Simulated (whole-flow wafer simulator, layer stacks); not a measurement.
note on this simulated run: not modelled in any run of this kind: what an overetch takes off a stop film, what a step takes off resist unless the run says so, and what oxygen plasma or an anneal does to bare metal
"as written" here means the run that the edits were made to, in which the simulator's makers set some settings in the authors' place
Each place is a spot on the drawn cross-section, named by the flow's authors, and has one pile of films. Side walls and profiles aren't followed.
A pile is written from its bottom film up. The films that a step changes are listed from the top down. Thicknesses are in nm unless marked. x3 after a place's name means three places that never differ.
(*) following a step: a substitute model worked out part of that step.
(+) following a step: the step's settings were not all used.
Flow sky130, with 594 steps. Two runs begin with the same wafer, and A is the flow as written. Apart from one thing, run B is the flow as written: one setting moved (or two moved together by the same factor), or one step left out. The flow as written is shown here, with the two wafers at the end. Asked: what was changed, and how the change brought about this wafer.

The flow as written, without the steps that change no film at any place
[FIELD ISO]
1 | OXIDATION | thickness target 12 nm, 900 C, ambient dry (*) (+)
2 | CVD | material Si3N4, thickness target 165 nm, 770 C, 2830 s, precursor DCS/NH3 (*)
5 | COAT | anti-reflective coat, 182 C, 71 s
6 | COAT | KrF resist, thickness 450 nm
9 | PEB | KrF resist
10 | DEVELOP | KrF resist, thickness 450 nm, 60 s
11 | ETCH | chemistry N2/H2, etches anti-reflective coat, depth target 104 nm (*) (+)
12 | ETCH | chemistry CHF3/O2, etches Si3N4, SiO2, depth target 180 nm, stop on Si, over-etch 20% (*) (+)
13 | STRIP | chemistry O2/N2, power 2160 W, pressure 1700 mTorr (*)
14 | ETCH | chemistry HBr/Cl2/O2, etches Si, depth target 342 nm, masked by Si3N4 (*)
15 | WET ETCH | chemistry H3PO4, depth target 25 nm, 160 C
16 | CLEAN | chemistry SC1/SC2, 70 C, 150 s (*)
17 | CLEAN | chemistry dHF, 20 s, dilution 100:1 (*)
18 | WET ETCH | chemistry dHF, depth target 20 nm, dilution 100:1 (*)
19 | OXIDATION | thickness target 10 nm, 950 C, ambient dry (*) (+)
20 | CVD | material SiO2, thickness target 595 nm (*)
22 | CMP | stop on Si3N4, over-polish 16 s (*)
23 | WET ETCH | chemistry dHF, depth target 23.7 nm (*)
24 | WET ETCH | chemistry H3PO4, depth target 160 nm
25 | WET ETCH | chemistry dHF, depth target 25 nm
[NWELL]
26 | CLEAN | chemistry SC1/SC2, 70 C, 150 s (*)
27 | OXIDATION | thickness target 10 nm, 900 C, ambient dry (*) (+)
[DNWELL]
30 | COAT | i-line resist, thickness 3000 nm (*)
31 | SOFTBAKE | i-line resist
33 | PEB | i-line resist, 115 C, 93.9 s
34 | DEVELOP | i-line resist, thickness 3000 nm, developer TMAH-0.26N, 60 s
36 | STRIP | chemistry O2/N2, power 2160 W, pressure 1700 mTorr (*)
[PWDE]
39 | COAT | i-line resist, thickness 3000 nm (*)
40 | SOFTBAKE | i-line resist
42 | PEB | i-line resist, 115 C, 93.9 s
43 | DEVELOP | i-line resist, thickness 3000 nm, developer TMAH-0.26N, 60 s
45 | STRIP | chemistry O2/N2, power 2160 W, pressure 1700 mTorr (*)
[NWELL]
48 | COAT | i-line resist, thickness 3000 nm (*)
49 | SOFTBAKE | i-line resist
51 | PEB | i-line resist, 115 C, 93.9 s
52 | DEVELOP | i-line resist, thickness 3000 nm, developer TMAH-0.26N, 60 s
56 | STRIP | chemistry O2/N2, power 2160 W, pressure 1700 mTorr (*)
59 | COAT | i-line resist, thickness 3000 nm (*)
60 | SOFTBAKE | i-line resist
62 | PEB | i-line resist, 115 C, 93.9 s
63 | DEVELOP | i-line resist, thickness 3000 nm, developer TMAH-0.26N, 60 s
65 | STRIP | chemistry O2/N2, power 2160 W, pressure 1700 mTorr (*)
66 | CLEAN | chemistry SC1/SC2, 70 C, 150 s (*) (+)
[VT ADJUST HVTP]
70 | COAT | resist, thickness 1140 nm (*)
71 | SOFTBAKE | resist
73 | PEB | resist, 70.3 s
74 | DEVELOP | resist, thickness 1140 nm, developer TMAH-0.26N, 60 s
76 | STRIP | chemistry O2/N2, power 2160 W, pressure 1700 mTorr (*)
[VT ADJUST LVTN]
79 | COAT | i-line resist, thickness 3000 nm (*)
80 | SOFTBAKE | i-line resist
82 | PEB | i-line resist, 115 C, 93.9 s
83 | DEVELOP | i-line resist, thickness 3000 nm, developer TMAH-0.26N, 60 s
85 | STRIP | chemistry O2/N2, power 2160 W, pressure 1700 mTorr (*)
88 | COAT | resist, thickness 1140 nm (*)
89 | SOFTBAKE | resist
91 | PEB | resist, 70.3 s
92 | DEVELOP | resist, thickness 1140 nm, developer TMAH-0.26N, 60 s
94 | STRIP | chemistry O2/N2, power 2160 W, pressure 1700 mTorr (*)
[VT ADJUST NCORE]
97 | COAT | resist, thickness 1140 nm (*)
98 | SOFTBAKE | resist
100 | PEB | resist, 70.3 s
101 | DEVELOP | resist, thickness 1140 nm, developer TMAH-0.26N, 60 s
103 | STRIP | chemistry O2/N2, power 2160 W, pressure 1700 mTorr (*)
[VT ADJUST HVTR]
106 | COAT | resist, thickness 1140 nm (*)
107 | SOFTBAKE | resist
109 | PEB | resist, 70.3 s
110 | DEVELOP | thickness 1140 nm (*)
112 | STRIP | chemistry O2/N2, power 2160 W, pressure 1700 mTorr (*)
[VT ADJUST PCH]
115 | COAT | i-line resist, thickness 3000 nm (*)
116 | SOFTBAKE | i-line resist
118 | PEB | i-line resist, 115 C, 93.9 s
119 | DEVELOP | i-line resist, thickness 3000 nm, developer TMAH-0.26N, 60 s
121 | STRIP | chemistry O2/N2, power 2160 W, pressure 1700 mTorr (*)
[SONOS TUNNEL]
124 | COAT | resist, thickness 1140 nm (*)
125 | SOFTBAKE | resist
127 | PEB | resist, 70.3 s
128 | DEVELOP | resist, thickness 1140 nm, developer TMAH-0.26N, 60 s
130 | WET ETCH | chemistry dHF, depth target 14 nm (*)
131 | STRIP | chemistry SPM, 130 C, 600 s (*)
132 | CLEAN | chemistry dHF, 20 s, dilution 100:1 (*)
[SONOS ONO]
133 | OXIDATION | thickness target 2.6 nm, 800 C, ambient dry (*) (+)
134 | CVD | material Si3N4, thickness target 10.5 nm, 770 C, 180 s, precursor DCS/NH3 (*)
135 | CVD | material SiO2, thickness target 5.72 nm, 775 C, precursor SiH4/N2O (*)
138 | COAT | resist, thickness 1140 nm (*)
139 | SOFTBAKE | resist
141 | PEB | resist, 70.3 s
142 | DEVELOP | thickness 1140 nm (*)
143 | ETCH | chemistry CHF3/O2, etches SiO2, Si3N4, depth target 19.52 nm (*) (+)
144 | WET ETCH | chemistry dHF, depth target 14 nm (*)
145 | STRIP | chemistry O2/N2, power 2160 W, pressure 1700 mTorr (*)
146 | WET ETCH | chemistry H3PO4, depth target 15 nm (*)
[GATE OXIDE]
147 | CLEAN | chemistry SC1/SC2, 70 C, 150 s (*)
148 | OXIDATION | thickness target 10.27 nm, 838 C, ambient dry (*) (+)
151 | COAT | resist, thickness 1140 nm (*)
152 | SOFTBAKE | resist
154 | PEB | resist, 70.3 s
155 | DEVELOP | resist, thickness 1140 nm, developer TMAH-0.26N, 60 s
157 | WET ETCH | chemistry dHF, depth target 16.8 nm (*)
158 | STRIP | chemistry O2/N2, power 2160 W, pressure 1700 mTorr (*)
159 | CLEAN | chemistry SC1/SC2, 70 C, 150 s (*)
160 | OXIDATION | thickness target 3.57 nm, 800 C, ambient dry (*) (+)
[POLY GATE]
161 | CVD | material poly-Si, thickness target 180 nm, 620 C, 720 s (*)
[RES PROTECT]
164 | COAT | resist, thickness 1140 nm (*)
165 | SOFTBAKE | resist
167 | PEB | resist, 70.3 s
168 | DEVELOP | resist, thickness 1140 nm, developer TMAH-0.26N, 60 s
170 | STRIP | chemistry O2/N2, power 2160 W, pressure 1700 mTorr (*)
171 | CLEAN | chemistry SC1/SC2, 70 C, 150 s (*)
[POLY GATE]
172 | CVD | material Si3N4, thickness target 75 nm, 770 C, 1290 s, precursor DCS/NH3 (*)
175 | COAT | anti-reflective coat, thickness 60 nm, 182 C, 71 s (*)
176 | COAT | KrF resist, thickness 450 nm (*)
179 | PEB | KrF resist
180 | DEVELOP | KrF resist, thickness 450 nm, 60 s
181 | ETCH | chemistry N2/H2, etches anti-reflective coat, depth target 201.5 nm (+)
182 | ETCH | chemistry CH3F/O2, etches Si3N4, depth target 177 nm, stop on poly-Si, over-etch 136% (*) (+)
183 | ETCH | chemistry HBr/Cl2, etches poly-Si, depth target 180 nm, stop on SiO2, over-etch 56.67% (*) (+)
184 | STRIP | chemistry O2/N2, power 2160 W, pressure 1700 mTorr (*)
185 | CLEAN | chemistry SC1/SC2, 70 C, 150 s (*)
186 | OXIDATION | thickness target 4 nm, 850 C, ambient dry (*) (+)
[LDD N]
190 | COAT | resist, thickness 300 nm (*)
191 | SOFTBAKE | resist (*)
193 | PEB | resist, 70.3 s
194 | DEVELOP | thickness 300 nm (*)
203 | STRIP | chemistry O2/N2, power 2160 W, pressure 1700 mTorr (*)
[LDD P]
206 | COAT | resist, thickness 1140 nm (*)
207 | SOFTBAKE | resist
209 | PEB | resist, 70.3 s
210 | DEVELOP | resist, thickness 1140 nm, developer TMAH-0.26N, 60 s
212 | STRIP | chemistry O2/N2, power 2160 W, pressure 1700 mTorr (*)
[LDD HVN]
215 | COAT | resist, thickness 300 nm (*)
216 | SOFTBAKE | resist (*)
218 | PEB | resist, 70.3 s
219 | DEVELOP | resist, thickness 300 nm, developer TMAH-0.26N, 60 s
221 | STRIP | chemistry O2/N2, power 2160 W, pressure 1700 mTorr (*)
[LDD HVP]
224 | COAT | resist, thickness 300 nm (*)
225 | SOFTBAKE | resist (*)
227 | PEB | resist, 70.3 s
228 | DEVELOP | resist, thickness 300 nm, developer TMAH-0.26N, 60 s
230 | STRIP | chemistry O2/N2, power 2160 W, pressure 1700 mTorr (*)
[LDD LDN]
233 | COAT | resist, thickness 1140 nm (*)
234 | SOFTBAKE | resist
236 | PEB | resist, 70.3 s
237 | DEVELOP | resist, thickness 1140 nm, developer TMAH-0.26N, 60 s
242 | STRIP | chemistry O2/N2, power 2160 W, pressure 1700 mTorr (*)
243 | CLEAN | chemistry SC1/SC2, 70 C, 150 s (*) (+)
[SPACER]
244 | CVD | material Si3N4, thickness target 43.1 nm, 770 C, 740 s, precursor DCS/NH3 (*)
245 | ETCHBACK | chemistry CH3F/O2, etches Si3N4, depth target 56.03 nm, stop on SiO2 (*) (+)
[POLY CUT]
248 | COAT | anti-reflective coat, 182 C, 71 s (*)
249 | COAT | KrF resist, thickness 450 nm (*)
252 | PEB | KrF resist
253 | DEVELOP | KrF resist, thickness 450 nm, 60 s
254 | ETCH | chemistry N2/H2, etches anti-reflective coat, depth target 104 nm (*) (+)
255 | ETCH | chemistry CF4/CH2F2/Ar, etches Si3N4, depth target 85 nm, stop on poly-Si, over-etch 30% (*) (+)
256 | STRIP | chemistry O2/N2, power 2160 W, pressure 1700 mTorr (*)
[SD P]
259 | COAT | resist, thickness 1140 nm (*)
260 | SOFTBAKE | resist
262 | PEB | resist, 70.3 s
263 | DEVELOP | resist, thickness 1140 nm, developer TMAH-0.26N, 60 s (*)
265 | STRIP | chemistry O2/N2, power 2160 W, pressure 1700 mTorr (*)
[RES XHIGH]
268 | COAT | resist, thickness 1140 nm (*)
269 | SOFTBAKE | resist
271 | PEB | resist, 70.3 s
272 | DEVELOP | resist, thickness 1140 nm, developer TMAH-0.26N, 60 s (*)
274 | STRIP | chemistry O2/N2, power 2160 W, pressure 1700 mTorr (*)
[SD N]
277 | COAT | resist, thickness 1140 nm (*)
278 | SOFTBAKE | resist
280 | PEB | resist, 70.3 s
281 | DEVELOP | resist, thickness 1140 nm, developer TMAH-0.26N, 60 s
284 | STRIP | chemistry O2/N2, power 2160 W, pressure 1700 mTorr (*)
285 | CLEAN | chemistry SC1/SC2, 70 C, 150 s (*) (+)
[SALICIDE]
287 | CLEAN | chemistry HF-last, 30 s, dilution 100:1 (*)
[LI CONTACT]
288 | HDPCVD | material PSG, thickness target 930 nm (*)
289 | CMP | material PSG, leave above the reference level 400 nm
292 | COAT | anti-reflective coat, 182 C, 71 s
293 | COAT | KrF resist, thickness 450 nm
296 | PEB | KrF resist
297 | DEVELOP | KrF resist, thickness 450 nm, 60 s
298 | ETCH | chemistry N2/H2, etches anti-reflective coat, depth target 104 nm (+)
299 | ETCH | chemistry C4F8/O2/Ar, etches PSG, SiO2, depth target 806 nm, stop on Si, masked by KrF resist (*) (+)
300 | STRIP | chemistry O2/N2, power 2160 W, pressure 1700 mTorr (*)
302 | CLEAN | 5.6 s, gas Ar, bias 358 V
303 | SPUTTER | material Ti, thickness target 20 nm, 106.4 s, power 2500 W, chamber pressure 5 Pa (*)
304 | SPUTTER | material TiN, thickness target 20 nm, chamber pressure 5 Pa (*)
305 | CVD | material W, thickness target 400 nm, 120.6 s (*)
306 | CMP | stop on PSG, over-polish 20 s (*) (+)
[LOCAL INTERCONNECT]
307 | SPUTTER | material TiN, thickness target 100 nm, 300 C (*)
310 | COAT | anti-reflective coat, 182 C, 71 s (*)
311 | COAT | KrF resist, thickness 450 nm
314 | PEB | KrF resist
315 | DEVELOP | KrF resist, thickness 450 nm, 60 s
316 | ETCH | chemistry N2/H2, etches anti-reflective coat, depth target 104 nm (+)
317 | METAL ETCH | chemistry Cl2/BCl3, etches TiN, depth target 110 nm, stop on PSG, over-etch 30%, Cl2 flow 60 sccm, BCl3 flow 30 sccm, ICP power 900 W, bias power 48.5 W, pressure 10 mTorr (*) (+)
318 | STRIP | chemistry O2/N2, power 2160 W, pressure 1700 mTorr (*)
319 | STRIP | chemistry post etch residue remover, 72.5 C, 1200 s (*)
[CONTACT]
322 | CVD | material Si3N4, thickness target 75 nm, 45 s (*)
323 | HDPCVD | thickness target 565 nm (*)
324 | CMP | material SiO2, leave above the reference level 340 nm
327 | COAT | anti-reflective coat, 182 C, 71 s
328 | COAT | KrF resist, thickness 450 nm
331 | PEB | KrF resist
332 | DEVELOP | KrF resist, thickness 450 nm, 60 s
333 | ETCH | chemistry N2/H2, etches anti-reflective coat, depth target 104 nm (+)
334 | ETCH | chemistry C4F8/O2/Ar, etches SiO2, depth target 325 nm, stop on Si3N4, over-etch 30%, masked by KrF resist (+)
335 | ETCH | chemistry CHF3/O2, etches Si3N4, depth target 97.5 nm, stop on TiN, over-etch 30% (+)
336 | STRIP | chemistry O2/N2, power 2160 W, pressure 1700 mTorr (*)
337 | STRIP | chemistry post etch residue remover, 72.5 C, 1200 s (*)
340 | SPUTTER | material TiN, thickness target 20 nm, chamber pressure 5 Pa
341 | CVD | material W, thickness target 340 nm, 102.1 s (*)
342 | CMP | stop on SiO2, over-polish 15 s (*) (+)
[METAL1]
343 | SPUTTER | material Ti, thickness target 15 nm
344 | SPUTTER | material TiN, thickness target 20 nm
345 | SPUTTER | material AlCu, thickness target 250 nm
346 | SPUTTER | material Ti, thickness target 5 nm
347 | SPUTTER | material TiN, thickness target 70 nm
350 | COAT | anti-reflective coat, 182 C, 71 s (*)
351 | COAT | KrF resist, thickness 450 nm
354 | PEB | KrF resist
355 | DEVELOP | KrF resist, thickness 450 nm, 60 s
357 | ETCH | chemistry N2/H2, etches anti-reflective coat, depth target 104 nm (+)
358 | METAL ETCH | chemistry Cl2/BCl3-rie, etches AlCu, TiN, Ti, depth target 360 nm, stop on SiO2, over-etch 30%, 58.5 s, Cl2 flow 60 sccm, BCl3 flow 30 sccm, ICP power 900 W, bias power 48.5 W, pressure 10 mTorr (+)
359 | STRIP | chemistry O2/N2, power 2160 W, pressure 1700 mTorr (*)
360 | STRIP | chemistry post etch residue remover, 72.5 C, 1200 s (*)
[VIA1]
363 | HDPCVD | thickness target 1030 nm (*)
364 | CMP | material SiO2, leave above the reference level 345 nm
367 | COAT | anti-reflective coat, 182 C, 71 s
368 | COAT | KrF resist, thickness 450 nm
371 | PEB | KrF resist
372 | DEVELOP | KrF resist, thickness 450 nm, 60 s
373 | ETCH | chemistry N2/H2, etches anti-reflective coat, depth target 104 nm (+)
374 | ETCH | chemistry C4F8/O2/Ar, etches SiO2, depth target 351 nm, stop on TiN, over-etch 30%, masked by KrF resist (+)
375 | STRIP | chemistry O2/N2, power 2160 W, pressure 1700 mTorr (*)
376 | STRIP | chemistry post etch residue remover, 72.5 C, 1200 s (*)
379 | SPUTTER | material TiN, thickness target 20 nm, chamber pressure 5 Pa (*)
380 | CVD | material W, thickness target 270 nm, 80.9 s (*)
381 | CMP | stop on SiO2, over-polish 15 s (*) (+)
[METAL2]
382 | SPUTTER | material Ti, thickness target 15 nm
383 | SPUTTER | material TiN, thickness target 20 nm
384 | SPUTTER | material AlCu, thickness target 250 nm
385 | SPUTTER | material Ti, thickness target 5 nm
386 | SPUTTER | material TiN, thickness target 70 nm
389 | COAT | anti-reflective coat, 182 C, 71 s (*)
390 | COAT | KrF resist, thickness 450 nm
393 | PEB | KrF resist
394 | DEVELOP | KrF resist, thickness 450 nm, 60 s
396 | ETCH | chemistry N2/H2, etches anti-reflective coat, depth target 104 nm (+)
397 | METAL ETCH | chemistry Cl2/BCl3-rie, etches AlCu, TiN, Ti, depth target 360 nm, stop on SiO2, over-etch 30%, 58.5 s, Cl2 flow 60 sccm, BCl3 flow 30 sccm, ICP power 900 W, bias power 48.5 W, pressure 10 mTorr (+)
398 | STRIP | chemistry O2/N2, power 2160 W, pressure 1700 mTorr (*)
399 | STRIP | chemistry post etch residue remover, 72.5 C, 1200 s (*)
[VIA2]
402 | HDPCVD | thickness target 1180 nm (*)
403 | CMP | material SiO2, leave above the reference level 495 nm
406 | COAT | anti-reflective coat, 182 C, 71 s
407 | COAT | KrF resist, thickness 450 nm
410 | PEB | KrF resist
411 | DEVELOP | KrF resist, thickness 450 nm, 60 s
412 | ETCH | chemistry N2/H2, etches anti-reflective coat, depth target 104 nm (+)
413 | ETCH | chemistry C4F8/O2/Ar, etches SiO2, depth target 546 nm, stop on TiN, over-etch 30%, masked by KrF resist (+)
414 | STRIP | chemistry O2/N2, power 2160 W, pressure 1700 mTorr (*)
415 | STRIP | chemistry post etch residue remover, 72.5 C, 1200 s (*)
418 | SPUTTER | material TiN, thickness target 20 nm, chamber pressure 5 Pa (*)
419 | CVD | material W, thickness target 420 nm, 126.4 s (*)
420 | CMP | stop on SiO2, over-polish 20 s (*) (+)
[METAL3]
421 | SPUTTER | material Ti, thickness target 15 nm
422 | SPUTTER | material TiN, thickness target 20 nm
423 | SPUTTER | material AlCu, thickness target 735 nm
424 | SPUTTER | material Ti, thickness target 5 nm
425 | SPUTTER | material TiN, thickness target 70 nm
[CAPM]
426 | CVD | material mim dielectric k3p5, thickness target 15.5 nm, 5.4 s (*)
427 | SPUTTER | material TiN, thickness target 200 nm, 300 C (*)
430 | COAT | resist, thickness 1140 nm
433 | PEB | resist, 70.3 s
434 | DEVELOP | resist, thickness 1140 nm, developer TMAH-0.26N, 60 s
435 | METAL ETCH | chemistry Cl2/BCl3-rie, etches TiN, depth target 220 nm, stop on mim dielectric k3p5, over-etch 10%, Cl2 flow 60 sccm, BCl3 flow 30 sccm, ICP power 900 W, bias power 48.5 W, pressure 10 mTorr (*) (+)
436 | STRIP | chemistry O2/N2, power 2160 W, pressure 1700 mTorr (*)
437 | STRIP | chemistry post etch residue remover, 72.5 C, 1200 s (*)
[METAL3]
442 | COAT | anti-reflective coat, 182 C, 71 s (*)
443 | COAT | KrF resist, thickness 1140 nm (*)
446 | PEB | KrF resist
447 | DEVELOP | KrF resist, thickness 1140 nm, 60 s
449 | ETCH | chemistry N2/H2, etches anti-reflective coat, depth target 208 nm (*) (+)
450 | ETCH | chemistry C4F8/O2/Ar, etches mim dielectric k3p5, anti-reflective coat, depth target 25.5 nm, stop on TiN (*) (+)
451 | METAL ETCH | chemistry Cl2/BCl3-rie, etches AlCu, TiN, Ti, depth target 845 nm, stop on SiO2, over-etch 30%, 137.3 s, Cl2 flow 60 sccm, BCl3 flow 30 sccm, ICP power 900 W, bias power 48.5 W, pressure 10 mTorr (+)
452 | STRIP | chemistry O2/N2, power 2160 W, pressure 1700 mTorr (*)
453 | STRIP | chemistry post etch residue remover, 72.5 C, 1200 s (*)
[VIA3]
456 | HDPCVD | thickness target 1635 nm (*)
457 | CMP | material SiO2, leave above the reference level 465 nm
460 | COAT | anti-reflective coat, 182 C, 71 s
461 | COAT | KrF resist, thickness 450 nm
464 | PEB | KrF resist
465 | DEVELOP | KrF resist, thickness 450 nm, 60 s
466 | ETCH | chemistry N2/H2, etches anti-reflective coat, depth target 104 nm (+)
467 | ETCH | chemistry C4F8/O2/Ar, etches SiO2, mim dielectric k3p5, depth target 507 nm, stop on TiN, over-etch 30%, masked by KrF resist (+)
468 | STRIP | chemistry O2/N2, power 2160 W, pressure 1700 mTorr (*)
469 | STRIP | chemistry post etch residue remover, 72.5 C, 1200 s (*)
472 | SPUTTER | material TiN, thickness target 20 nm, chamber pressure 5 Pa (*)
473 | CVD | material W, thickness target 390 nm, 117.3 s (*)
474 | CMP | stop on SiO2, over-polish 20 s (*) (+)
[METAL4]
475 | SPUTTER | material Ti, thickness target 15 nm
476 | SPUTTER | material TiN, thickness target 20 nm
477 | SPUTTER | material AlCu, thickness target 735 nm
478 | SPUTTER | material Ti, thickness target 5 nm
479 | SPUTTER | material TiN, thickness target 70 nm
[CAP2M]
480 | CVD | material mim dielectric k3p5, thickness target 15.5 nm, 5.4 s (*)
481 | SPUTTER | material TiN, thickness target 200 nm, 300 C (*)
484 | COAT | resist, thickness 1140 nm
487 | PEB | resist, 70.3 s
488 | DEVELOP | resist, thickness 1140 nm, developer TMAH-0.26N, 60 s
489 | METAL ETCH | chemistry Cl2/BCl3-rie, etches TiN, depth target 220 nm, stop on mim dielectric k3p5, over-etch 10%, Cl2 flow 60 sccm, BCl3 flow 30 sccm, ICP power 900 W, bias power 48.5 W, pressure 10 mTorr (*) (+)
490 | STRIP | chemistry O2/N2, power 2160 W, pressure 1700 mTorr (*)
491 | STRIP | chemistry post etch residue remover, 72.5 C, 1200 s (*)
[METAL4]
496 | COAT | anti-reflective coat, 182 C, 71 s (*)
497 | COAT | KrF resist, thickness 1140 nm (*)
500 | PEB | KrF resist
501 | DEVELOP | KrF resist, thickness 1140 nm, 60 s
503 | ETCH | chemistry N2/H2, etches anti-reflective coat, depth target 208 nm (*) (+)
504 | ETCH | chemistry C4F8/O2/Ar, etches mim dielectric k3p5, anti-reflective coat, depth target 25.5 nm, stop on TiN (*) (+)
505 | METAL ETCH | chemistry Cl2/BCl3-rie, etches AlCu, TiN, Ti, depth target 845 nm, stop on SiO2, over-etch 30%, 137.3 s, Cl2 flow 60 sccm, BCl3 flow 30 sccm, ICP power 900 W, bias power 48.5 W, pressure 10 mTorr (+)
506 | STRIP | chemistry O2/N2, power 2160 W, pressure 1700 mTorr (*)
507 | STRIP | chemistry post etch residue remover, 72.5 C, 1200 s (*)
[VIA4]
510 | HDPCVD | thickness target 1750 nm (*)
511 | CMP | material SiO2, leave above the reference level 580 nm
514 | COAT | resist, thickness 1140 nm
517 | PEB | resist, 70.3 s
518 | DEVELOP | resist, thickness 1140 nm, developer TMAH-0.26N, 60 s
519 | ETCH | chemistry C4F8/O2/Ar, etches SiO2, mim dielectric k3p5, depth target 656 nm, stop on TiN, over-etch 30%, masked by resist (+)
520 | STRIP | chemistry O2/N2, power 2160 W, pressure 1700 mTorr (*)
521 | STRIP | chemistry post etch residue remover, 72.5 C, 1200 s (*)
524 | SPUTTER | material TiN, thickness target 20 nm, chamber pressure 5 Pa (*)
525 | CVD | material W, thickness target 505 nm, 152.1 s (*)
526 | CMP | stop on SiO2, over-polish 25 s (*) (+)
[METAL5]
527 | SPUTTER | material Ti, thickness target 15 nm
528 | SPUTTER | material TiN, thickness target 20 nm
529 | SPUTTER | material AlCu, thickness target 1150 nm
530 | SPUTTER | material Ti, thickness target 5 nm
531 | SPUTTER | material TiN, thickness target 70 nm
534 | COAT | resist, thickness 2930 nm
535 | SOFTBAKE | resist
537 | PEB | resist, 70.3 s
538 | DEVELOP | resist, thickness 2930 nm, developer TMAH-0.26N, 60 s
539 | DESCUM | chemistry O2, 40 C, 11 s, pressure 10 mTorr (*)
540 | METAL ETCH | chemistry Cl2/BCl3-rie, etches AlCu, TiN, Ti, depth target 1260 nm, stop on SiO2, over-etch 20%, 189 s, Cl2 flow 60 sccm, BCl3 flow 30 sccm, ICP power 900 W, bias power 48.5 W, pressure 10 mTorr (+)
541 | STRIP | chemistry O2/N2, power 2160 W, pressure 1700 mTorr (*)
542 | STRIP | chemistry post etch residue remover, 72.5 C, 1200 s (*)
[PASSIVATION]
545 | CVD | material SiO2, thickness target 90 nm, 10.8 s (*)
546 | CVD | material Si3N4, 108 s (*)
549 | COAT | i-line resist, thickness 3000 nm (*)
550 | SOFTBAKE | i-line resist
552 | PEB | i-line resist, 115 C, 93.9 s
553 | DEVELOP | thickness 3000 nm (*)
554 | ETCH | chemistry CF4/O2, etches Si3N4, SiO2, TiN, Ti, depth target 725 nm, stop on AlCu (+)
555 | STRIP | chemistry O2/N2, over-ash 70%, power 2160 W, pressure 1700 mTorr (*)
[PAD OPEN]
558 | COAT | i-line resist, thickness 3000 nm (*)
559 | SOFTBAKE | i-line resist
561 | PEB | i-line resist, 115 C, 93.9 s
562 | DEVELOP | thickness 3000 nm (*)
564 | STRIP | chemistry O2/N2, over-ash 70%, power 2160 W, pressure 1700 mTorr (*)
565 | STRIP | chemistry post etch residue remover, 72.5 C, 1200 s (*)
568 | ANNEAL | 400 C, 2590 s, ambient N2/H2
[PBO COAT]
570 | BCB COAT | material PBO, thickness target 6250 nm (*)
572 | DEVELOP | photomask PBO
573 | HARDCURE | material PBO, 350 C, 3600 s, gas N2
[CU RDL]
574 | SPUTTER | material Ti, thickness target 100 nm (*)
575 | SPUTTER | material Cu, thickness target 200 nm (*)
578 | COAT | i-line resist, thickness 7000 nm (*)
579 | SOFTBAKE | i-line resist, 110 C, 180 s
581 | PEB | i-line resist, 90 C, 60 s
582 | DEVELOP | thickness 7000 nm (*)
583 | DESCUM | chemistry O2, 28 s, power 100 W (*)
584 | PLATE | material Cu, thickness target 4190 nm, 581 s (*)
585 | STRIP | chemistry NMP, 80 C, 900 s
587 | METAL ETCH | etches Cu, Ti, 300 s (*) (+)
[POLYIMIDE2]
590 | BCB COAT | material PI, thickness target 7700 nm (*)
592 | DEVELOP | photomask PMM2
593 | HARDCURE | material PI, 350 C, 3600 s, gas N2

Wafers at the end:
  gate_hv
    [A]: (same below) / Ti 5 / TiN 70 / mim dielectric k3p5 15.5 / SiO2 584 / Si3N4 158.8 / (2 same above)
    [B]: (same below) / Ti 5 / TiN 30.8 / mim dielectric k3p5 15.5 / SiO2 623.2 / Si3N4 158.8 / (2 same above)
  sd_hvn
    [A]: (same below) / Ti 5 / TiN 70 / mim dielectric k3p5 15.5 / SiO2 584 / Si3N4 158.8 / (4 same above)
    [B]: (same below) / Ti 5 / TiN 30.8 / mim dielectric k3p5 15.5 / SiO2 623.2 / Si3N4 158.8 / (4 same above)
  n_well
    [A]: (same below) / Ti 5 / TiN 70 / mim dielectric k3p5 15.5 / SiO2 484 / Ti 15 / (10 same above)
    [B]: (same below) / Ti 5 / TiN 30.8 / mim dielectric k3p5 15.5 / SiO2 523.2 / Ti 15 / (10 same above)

Cause: step 479, SPUTTER: thickness target 30.8 nm was run, while the flow as written has thickness target 70 nm.
The wafer itself shows it: gate_hv has TiN 30.8, and step 479 as written asks for 70 nm.

Step by step, how the change led to this:
  479 | SPUTTER | material TiN, thickness target 70 nm
      field, active, n_well and 189 more: A +70 TiN (new film) | B +30.8 TiN (new film)
  505 | METAL ETCH | chemistry Cl2/BCl3-rie, etches AlCu, TiN, Ti, depth target 845 nm, stop on SiO2, over-etch 30%, 137.3 s, Cl2 flow 60 sccm, BCl3 flow 30 sccm, ICP power 900 W, bias power 48.5 W, pressure 10 mTorr (+)
      field, gate, spacer and 68 more: A -70 TiN (all of it), -5 Ti (all of it), -735 AlCu (all of it), -20 TiN (all of it), -15 Ti (all of it), -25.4 SiO2 | B -30.8 TiN (all of it), -5 Ti (all of it), -735 AlCu (all of it), -20 TiN (all of it), -15 Ti (all of it), -29.3 SiO2
      active, vpp_iso1, mim_edge_plate and 14 more: A -70 TiN (all of it), -5 Ti (all of it), -735 AlCu (all of it), -20 TiN (all of it), -15 Ti (all of it), -25.3 SiO2 | B -30.8 TiN (all of it), -5 Ti (all of it), -735 AlCu (all of it), -20 TiN (all of it), -15 Ti (all of it), -29.3 SiO2
  511 | CMP | material SiO2, leave above the reference level 580 nm
      n_well, p_well, gate_hv and 99 more: A -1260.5 SiO2 | B -1221.3 SiO2
      m1, via3_hole: A -1259.9 SiO2 | B -1220.7 SiO2
      (and at 1 other place as well)
  519 | ETCH | chemistry C4F8/O2/Ar, etches SiO2, mim dielectric k3p5, depth target 656 nm, stop on TiN, over-etch 30%, masked by resist (+)
      m1: A -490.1 SiO2 (all of it), -15.5 mim dielectric k3p5 (all of it) | B -529.3 SiO2 (all of it), -15.5 mim dielectric k3p5 (all of it)
      via4_hole: A -489.5 SiO2 (all of it), -15.5 mim dielectric k3p5 (all of it) | B -528.7 SiO2 (all of it), -15.5 mim dielectric k3p5 (all of it)
  525 | CVD | material W, thickness target 505 nm, 152.1 s (*)
      m1: A +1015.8 W (new film) | B +1055.2 W (new film)
      via4_hole: A +1015.2 W (new film) | B +1054.6 W (new film)
